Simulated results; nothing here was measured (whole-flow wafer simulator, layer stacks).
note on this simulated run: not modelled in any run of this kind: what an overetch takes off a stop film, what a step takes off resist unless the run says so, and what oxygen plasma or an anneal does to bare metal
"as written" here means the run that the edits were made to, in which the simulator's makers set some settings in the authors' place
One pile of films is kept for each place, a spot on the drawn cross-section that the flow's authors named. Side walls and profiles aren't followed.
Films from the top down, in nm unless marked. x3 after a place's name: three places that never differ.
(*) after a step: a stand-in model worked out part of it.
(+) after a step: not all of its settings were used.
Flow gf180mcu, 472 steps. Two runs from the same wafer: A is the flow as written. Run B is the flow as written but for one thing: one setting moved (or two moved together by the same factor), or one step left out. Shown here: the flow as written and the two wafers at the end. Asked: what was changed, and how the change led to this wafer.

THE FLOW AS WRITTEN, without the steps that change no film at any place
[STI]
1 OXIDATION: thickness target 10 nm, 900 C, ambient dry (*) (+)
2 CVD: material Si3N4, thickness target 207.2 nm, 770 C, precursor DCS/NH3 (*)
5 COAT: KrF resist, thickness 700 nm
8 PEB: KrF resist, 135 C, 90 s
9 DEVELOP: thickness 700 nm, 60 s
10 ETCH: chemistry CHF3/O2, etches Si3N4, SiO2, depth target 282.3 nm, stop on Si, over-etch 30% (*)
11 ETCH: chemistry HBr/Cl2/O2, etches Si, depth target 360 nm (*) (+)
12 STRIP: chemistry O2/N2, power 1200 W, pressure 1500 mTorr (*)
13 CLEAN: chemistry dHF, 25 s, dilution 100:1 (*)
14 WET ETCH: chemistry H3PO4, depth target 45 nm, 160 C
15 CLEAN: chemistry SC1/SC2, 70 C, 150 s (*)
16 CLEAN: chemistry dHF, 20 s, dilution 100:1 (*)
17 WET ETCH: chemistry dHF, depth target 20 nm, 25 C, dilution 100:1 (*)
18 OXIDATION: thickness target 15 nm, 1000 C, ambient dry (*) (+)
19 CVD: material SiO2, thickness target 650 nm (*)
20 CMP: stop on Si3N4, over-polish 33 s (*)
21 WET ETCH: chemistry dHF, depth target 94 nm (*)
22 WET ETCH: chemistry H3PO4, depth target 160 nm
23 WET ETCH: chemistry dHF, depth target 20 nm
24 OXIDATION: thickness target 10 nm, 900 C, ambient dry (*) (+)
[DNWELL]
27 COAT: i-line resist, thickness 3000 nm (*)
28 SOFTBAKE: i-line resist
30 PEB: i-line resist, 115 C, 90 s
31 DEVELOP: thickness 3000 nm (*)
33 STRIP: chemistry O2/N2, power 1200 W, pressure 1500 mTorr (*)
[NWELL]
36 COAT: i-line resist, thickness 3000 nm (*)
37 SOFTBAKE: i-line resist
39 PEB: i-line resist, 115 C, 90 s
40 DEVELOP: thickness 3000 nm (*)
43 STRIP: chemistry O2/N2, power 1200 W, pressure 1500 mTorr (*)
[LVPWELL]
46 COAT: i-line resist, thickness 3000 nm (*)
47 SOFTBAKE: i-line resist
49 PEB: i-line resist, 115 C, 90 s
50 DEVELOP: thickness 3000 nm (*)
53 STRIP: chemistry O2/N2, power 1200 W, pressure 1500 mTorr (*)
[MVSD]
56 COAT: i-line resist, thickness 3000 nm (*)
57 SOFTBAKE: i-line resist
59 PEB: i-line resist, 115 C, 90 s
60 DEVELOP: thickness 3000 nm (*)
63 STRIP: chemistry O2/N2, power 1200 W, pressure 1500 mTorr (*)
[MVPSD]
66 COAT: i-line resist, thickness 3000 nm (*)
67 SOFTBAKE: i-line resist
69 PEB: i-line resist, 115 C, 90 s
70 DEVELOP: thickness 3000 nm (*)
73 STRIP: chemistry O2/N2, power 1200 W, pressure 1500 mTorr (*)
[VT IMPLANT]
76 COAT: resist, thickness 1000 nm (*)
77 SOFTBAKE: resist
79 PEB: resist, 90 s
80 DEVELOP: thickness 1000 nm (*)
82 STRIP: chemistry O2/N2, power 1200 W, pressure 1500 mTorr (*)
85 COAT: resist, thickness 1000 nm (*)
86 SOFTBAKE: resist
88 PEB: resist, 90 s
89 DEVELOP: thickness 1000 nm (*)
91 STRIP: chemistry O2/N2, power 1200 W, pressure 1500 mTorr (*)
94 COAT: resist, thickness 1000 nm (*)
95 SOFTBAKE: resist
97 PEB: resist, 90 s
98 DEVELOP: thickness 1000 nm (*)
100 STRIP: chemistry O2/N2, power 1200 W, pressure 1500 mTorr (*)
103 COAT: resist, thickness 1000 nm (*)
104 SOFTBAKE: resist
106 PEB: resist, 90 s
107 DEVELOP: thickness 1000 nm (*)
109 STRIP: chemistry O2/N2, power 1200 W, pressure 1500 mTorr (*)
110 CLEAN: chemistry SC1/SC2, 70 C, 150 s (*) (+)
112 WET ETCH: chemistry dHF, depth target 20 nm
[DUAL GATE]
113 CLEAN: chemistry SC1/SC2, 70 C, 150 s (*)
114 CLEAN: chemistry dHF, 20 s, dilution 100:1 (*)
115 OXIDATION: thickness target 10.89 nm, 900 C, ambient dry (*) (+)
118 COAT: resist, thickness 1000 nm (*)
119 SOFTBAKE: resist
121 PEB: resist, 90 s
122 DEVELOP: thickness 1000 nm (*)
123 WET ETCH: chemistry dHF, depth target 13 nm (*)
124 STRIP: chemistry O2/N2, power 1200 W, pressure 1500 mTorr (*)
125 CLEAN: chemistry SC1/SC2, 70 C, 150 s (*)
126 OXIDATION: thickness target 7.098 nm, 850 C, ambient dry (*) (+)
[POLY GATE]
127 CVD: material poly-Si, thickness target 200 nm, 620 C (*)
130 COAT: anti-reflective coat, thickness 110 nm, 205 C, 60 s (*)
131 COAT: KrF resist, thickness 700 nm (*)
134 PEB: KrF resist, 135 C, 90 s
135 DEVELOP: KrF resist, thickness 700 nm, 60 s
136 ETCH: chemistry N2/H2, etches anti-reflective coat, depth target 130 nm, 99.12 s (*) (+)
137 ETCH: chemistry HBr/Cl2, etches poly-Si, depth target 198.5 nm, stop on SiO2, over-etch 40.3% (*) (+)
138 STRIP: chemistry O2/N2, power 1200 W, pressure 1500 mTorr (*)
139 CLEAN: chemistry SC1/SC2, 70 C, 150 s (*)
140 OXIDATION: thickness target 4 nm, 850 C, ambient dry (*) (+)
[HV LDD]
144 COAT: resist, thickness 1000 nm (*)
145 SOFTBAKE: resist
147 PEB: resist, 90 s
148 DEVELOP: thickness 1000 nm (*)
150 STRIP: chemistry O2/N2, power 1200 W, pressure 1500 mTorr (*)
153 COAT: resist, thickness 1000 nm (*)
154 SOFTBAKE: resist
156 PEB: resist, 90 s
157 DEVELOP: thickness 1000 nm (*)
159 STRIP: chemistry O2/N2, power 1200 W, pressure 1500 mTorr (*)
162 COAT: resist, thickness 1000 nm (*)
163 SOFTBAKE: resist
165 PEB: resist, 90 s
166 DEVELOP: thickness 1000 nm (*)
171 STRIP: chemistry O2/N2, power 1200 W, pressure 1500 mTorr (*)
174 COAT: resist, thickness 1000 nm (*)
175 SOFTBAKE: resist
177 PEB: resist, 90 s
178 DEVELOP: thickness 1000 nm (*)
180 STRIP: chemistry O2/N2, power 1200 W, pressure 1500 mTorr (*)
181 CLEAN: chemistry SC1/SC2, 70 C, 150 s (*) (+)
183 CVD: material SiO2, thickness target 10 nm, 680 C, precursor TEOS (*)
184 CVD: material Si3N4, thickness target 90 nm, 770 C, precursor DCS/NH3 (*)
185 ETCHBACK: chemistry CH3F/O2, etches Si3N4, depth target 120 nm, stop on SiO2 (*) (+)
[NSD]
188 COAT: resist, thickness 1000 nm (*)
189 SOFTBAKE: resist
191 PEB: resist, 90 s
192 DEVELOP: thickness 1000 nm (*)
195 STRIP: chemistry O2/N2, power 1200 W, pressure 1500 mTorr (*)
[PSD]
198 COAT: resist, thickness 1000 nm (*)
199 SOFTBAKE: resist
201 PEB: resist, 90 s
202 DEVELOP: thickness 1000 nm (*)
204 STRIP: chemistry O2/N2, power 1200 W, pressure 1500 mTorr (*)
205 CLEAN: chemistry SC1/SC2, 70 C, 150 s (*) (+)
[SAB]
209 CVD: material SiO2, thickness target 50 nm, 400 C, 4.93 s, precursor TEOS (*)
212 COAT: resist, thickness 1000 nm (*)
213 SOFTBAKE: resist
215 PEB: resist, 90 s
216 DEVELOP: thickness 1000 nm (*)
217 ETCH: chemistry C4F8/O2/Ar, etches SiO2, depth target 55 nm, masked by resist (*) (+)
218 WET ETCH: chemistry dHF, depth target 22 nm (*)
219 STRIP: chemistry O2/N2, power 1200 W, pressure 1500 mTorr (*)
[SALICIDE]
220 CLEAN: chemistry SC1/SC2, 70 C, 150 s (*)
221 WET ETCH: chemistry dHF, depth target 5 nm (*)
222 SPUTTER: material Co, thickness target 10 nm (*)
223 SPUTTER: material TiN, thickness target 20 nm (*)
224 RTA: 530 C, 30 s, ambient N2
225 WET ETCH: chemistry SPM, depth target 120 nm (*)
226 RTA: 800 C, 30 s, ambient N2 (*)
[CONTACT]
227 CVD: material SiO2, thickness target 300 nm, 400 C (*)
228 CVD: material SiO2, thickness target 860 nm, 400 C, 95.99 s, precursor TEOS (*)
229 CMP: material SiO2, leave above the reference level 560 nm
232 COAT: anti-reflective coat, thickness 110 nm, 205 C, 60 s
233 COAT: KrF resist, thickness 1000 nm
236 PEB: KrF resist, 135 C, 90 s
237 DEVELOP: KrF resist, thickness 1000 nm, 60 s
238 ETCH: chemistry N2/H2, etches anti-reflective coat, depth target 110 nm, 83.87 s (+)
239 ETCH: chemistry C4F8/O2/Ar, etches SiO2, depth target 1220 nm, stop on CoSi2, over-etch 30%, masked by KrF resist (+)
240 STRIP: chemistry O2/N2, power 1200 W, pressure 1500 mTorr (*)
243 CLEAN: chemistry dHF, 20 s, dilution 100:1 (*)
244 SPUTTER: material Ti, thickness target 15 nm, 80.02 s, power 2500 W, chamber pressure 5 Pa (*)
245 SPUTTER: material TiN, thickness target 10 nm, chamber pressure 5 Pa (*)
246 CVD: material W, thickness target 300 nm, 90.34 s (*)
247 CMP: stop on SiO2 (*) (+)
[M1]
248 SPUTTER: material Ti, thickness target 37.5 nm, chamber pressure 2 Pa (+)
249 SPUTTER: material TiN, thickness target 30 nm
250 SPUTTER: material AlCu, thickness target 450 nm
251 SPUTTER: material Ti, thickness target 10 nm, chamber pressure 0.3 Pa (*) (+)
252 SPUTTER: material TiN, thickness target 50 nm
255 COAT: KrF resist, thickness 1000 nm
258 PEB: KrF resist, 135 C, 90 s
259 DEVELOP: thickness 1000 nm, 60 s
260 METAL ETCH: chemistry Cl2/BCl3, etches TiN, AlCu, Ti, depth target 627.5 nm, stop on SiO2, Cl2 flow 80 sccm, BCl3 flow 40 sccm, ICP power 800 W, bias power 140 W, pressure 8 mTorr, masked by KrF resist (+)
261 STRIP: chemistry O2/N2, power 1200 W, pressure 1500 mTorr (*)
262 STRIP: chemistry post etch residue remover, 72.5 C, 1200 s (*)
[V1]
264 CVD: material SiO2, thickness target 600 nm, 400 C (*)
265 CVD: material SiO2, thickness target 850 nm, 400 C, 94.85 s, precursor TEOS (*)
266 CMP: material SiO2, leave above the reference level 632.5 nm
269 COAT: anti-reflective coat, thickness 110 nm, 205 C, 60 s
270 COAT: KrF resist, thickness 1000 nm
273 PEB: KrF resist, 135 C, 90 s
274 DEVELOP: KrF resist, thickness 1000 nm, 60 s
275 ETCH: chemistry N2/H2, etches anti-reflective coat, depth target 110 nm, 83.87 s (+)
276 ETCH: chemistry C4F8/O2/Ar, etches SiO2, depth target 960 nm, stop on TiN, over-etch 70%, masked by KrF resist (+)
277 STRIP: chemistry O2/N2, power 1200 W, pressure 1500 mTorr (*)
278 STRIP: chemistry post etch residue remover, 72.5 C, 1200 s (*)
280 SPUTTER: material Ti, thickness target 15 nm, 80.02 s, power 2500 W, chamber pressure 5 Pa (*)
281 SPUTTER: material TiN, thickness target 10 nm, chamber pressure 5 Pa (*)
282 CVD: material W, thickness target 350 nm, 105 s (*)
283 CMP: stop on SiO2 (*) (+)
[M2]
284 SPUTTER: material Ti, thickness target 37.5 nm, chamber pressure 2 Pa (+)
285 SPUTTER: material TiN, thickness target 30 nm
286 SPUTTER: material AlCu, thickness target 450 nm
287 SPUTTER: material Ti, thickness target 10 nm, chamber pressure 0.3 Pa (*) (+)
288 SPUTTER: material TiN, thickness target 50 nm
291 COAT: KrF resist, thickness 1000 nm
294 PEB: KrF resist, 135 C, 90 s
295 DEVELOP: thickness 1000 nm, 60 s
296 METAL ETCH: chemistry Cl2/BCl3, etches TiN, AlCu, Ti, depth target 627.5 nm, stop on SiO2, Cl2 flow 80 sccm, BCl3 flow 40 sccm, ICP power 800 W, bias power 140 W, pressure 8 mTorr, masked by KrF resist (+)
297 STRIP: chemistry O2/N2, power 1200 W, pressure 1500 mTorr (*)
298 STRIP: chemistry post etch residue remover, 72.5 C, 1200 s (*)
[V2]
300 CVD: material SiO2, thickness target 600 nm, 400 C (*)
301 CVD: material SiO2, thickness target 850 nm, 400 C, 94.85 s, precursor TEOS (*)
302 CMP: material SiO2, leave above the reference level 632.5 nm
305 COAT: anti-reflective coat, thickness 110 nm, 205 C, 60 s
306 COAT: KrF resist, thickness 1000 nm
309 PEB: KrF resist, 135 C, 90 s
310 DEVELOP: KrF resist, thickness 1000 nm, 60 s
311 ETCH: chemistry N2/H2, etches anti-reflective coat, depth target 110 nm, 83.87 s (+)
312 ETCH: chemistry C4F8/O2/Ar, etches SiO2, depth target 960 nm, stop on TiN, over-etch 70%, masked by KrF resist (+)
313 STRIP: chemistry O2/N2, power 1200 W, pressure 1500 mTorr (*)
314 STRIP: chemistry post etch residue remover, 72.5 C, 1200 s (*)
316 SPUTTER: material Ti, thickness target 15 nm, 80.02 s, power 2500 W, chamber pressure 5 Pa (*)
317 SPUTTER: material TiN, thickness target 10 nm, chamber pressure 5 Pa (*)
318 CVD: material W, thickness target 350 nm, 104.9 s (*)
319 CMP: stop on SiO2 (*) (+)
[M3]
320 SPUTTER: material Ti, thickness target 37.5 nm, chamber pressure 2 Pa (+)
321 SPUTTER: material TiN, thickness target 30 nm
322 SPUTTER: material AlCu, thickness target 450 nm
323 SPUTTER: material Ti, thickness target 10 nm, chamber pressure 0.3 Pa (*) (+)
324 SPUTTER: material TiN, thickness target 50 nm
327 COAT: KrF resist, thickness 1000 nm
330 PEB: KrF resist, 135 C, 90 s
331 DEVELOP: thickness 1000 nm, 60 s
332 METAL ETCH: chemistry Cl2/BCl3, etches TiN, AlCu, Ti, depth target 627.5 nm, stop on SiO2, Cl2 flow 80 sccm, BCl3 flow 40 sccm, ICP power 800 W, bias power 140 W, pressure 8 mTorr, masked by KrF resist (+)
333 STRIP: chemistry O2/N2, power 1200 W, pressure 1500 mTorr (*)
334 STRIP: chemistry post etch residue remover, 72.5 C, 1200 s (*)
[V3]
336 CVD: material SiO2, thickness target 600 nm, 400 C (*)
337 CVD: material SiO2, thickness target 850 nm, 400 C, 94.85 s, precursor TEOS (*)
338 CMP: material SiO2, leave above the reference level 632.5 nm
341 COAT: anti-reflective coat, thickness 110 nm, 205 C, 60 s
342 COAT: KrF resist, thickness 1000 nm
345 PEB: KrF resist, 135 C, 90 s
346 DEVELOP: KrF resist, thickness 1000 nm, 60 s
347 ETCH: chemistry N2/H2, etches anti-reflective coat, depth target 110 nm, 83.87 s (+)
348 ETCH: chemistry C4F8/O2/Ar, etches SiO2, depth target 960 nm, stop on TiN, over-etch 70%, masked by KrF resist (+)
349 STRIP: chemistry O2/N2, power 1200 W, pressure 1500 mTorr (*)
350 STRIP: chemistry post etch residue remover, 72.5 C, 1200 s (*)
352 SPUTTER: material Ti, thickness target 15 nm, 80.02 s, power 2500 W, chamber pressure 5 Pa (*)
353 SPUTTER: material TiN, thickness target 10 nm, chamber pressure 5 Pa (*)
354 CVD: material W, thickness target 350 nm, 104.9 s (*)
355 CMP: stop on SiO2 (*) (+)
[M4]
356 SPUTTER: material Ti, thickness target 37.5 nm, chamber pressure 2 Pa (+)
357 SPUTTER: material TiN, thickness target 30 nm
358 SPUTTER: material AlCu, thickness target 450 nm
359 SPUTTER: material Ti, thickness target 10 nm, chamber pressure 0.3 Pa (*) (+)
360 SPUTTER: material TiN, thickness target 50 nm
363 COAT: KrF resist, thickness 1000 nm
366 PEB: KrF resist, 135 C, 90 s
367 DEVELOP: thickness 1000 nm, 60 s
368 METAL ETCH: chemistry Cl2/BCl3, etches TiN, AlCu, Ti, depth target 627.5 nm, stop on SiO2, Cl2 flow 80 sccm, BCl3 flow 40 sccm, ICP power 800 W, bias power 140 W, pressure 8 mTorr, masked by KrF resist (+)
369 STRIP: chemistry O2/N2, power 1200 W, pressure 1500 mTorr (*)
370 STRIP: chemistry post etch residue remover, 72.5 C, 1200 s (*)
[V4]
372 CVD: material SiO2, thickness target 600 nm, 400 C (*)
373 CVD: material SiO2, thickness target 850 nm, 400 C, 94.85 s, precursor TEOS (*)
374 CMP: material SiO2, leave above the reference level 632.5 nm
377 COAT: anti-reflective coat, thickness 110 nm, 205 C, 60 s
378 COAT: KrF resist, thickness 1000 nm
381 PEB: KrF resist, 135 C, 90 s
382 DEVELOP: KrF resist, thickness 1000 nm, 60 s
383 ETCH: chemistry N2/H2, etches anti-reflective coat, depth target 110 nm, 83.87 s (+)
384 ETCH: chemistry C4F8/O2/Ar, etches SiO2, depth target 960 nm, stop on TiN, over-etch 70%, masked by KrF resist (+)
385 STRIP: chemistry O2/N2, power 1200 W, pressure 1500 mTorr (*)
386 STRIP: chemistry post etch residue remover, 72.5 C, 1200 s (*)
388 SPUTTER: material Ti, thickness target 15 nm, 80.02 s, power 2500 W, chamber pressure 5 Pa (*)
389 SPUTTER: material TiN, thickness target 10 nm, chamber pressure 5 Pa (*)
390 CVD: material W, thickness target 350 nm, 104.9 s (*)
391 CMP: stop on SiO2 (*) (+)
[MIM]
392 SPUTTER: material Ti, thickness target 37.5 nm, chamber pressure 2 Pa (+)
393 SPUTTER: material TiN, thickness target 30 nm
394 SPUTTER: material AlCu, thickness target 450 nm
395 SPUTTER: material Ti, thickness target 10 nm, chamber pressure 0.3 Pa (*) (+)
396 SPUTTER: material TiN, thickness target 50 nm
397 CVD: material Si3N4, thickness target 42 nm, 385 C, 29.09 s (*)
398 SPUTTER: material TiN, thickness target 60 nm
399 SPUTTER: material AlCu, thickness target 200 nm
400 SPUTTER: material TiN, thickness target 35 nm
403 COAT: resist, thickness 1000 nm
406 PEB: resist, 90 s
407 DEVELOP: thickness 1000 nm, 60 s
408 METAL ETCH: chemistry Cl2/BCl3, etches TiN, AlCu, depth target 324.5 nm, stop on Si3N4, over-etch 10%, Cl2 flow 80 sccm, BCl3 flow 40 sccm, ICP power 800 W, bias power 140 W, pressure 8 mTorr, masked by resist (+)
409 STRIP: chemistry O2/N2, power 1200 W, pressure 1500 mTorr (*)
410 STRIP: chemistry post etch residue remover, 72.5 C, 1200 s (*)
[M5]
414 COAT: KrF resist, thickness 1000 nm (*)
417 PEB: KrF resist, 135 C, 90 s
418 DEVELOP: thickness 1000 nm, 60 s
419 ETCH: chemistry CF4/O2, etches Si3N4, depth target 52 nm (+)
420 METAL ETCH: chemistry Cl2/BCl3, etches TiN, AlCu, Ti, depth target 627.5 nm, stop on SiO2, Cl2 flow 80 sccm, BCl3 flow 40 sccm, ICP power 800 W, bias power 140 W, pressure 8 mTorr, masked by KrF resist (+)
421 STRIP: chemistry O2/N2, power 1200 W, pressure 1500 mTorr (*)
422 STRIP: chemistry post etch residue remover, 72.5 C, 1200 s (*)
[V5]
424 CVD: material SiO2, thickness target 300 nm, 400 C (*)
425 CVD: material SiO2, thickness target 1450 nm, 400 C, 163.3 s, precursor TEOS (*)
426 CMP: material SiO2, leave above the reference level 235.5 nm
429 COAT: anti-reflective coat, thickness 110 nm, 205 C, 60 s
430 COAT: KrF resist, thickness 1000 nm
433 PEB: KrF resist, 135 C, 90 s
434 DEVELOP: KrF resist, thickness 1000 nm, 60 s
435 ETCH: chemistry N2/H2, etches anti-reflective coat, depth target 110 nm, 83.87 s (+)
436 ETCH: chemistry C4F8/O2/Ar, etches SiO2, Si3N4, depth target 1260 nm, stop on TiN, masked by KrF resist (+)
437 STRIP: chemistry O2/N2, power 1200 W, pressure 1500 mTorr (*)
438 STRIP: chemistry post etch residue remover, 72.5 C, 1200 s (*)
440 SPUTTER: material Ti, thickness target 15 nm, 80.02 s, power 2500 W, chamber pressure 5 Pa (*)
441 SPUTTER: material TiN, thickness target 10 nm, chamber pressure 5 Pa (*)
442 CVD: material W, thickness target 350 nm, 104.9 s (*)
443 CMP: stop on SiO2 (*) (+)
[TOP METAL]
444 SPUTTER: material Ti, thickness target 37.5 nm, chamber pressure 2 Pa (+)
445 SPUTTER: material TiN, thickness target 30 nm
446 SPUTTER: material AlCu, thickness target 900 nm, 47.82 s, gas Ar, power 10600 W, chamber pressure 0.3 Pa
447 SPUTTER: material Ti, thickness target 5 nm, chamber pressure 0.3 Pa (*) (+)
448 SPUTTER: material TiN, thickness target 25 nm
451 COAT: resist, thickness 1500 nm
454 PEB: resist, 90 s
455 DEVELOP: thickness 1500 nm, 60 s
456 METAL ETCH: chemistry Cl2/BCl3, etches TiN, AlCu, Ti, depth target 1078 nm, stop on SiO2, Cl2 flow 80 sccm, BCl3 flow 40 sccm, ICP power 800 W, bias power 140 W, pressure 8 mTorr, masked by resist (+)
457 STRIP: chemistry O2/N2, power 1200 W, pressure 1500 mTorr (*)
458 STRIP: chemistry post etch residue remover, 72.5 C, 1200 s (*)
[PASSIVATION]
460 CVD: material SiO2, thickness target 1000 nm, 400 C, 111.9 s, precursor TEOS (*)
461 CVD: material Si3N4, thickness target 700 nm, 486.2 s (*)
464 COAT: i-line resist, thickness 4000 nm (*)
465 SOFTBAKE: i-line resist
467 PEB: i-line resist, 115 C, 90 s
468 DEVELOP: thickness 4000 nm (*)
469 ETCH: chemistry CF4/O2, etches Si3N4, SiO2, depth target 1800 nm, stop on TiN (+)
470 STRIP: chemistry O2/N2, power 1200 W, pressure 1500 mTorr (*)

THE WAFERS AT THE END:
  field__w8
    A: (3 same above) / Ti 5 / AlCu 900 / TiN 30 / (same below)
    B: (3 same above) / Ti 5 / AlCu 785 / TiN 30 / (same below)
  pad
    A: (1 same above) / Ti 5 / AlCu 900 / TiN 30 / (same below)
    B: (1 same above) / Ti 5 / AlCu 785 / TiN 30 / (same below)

The cause: step 446, SPUTTER: 41.84 s was run, where the flow has 47.82 s.

How the change led to this, step by step:
  446 SPUTTER: material AlCu, thickness target 900 nm, 47.82 s, gas Ar, power 10600 W, chamber pressure 0.3 Pa
      field, field__w1, field__w2 and 109 more: A AlCu +900 (new film) | B AlCu +785 (new film)
  456 METAL ETCH: chemistry Cl2/BCl3, etches TiN, AlCu, Ti, depth target 1078 nm, stop on SiO2, Cl2 flow 80 sccm, BCl3 flow 40 sccm, ICP power 800 W, bias power 140 W, pressure 8 mTorr, masked by resist (+)
      field, field__w1, field__w2 and 103 more: A TiN -25 (all of it), Ti -5 (all of it), AlCu -900 (all of it), TiN -30 (all of it), Ti -37.5 (all of it) | B TiN -25 (all of it), Ti -5 (all of it), AlCu -785 (all of it), TiN -30 (all of it), Ti -37.5 (all of it)
  464 COAT: i-line resist, thickness 4000 nm (*)
      field__w8: A i-line resist +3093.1 (new film) | B i-line resist +3194.7 (new film)
      contact: A i-line resist +3153.6 (new film) | B i-line resist +3244.4 (new film)
      (and at 4 more places)
  465 SOFTBAKE: i-line resist
      active_hv, ld_gate_n: A i-line resist +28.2 | B i-line resist +23.4
      sd_p_hv, nw_enc_fld__w1: A i-line resist +36.6 | B i-line resist +30.9
      (and at 65 more places)
  467 PEB: i-line resist, 115 C, 90 s
      field__w8, m1__w1: A i-line resist -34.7 | B i-line resist -36.5
      contact, m1: A i-line resist -35.1 | B i-line resist -36.8
      (and at 2 more places)
  468 DEVELOP: thickness 4000 nm (*)
      pad: A i-line resist -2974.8 (all of it) | B i-line resist -3087 (all of it)
  470 STRIP: chemistry O2/N2, power 1200 W, pressure 1500 mTorr (*)
      field__w8, m1__w1: A i-line resist -1787.7 (all of it) | B i-line resist -1898.5 (all of it)
      contact: A i-line resist -1811.2 (all of it) | B i-line resist -1917.9 (all of it)
      (and at 2 more places)
